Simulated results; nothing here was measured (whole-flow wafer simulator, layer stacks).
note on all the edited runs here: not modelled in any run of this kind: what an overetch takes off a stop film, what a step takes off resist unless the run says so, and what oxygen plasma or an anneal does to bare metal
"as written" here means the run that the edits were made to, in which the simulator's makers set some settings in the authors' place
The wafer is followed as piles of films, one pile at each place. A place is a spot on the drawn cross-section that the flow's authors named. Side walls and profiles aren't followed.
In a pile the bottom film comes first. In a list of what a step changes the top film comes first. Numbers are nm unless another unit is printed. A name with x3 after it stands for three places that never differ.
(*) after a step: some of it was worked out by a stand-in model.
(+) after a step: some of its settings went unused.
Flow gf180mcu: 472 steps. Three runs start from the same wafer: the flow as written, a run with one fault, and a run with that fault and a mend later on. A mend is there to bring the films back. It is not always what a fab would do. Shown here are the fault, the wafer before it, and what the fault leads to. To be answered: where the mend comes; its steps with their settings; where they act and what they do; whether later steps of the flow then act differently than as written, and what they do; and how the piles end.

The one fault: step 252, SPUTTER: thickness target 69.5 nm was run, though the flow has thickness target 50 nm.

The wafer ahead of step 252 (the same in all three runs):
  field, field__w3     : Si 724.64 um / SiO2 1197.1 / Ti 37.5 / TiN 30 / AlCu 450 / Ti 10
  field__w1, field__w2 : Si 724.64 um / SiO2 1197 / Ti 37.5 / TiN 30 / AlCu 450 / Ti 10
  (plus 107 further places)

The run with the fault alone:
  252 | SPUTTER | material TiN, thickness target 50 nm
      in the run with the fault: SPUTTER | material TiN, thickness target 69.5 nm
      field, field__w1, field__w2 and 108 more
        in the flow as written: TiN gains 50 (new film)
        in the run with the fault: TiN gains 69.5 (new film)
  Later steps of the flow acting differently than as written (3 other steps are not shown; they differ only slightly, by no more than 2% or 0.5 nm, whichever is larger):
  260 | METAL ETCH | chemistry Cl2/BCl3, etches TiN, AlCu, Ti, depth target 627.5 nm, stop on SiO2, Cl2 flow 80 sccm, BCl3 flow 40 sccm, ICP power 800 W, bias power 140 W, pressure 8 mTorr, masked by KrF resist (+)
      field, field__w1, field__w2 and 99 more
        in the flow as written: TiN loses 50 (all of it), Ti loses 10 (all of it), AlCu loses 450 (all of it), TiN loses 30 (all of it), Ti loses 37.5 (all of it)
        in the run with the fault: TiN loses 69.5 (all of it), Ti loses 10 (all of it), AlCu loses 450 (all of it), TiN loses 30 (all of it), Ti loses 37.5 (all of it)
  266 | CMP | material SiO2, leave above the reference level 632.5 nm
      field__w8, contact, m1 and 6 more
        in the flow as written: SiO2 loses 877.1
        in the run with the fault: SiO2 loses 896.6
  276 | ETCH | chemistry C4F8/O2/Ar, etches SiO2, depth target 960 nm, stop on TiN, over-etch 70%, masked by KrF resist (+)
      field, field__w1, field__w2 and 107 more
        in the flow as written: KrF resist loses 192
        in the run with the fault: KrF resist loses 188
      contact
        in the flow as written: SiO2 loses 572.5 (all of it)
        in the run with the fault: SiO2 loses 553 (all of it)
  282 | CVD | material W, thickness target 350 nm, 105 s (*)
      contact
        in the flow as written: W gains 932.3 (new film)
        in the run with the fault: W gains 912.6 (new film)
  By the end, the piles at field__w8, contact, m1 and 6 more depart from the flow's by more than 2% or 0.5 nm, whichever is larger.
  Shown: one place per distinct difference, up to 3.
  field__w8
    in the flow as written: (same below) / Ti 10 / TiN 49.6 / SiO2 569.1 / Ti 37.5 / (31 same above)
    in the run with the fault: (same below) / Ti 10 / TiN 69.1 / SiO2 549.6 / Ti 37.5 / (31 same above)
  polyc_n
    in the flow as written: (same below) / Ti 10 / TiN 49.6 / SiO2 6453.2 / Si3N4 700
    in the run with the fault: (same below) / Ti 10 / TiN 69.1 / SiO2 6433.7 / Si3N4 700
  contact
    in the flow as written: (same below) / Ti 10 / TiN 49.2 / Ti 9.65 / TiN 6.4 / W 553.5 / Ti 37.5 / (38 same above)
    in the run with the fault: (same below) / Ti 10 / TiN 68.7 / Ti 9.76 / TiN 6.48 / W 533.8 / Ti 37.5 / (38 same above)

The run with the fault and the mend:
  The mend follows step 252.
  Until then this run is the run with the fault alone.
  252a | METAL ETCH | chemistry Cl2/BCl3, etches TiN, AlCu, Ti, depth target 19.5 nm, Cl2 flow 80 sccm, BCl3 flow 40 sccm, ICP power 800 W, bias power 140 W, pressure 8 mTorr
      field, field__w1, field__w2 and 108 more
        TiN loses 19.5
  Later steps of the flow that are run all act as written at every place that is followed.
  The piles end the same as the flow's at every place that both follow.
